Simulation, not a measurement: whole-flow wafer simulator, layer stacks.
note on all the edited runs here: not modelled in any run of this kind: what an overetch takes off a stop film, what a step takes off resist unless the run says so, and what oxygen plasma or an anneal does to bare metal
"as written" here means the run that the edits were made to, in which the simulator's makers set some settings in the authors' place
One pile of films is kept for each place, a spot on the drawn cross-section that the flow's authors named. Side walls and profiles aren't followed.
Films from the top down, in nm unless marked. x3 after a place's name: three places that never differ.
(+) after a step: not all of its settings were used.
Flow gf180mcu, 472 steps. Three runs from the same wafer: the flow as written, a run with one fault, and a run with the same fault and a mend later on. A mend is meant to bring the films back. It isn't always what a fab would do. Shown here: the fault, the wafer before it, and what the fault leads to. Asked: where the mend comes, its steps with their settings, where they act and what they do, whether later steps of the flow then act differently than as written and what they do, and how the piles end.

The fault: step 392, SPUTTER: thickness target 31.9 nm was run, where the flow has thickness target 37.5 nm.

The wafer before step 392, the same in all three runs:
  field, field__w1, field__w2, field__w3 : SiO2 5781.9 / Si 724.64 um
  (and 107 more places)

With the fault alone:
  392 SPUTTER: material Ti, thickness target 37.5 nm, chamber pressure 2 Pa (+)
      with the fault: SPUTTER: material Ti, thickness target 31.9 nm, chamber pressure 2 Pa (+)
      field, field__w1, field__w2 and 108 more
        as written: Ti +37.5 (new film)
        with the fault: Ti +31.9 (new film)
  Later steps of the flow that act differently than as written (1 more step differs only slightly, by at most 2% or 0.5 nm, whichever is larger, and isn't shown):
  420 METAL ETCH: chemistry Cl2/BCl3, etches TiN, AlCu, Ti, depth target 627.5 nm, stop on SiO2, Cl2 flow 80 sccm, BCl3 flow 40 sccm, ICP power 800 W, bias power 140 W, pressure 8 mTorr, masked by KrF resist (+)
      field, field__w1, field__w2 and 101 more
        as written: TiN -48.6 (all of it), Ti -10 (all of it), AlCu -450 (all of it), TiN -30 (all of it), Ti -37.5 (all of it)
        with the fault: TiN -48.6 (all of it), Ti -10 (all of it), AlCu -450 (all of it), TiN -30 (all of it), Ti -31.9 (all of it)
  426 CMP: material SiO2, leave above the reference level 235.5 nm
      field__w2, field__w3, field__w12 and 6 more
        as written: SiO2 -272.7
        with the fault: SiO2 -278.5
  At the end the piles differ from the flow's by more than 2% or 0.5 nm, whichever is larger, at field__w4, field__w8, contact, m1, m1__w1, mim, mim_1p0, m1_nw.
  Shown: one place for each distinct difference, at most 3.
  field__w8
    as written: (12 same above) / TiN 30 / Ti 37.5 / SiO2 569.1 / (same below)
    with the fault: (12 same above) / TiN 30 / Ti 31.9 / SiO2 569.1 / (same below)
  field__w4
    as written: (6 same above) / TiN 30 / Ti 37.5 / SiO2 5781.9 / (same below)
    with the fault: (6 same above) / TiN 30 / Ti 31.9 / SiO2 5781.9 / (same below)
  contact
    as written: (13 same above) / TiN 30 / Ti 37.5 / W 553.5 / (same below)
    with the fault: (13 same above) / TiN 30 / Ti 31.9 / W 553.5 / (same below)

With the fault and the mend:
  The mend comes after step 392.
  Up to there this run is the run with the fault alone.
  392a SPUTTER: material Ti, thickness target 5.6 nm, chamber pressure 2 Pa (+) (the flow's step 392 once more, with other settings)
      field, field__w1, field__w2 and 108 more
        Ti +5.6
  No later step of the flow acts differently than as written at any place that is followed.
  At the end the piles are the same as the flow's at every place that both follow.
